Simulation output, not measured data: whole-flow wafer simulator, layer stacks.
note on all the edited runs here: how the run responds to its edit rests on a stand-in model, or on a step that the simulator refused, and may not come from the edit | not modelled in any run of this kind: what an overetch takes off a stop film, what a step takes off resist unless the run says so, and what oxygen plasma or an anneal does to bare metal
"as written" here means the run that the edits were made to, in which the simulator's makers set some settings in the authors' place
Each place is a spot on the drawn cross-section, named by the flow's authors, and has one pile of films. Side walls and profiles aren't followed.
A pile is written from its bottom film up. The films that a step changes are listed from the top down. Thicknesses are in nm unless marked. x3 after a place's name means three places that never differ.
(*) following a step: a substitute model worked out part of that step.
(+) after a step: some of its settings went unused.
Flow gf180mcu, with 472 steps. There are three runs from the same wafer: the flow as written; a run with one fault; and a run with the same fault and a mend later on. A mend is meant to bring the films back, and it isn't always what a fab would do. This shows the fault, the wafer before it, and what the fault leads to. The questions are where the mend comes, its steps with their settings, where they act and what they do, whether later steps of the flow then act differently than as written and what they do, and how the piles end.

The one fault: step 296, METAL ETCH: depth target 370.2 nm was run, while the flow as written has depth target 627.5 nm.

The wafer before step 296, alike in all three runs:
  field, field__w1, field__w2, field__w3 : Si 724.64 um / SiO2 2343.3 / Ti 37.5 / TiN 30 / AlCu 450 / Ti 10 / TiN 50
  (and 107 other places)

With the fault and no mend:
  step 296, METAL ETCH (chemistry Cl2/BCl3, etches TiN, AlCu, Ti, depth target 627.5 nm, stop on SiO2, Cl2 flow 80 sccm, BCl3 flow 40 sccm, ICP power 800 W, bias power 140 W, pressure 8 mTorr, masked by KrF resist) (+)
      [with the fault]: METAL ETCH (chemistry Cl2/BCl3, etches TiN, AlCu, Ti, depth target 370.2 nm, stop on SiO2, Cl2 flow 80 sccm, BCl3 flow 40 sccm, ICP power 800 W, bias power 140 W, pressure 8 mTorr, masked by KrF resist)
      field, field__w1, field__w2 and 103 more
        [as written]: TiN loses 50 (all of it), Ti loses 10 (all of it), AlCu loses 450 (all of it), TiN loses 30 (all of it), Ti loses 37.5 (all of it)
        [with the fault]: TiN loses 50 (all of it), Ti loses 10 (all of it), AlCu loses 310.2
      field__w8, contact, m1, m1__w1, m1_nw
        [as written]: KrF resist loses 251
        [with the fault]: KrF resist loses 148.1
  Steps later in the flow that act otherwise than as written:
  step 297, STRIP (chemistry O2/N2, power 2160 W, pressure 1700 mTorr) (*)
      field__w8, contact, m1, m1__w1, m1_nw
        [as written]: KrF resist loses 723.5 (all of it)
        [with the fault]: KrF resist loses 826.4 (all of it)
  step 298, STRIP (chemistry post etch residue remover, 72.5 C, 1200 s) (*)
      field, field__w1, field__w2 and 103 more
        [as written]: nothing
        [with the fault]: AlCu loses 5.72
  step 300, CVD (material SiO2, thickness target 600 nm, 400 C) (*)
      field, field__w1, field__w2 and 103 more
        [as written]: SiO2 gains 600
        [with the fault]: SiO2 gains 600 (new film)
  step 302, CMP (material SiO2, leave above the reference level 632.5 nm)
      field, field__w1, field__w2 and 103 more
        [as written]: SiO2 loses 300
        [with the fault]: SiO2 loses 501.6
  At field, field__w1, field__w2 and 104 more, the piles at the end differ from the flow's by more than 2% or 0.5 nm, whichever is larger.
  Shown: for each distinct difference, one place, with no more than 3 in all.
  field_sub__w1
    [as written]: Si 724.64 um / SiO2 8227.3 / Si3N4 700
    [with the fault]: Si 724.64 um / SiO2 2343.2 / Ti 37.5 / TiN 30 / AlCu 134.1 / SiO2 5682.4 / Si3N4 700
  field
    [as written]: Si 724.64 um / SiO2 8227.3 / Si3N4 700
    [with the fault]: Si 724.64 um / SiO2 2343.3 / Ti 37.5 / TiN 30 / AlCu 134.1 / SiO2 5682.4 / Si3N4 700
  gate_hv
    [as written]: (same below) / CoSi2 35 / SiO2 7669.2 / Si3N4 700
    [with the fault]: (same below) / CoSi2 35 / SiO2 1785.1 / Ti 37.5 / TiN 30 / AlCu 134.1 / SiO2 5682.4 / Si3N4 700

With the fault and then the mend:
  The mend stands after step 298.
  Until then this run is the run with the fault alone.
  step 298a, DEHYDRATE (200 C, 60 s) (the flow's step 289, run once more)
      does not change any film at any place that is followed
  step 298b, HMDS (120 C, 60 s) (the flow's step 290, run once more)
      does not change any film at any place that is followed
  step 298c, COAT (KrF resist, thickness 1000 nm) (*) (the flow's step 291, run once more)
      iso_ptap_pw, iso_ntap_nw, iso_nw_fld and 33 more
        KrF resist gains 1000 (new film)
      field_sub, field_sub__w1, field_sub__w3 and 11 more
        KrF resist gains 1002.5 (new film)
      field__w5, field__w9, field_sub__w4 and 9 more
        KrF resist gains 1002.4 (new film)
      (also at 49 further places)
  step 298d, SOFTBAKE (KrF resist) (the flow's step 292, run once more)
      does not change any film at any place that is followed
  step 298e, EXPOSE (photomask Metal2) (the flow's step 293, run once more)
      does not change any film at any place that is followed
  step 298f, PEB (KrF resist, 135 C, 90 s) (the flow's step 294, run once more)
      field__w1, field__w2, field__w3 and 58 more
        KrF resist loses 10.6
      iso_ptap_pw, iso_ntap_nw, iso_nw_fld and 33 more
        KrF resist loses 10.5
      sd_p, nw_sep_fld, polyc_n
        KrF resist loses 10.7
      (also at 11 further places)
  step 298g, DEVELOP (thickness 1000 nm, 60 s) (the flow's step 295, run once more)
      iso_ptap_pw, iso_ntap_nw, iso_nw_fld and 33 more
        KrF resist loses 989.5 (all of it)
      field_sub__w2, field_sub__w4, gate and 10 more
        KrF resist loses 991.8 (all of it)
      p_well, sti, spacer and 7 more
        KrF resist loses 992 (all of it)
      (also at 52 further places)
  step 298h, METAL ETCH (chemistry Cl2/BCl3, etches TiN, AlCu, Ti, depth target 257.3 nm, stop on SiO2, Cl2 flow 80 sccm, BCl3 flow 40 sccm, ICP power 800 W, bias power 140 W, pressure 8 mTorr, masked by KrF resist) (+) (the flow's step 296, run once more with other settings)
      field, field__w1, field__w2 and 103 more
        AlCu loses 134.1 (all of it), TiN loses 30 (all of it), Ti loses 37.5 (all of it)
      field__w8, contact, m1, m1__w1, m1_nw
        KrF resist loses 102.9
  step 298i, STRIP (chemistry O2/N2, power 2160 W, pressure 1700 mTorr) (*) (the flow's step 297, run once more)
      field__w8
        KrF resist loses 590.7 (all of it)
      contact
        KrF resist loses 588.8 (all of it)
      m1
        KrF resist loses 590.9 (all of it)
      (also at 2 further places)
  step 298j, STRIP (chemistry post etch residue remover, 72.5 C, 1200 s) (*) (the flow's step 298, run once more)
      field__w8, contact, m1, m1__w1, m1_nw
        TiN loses 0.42
  Later steps of the flow that are run all act as written at every place that is followed, up to a difference of at most 2% or 0.5 nm, whichever is larger.
  When the end is reached, the piles differ only a little from the flow's at the places that both follow, at most by 2% or 0.5 nm, whichever is larger.
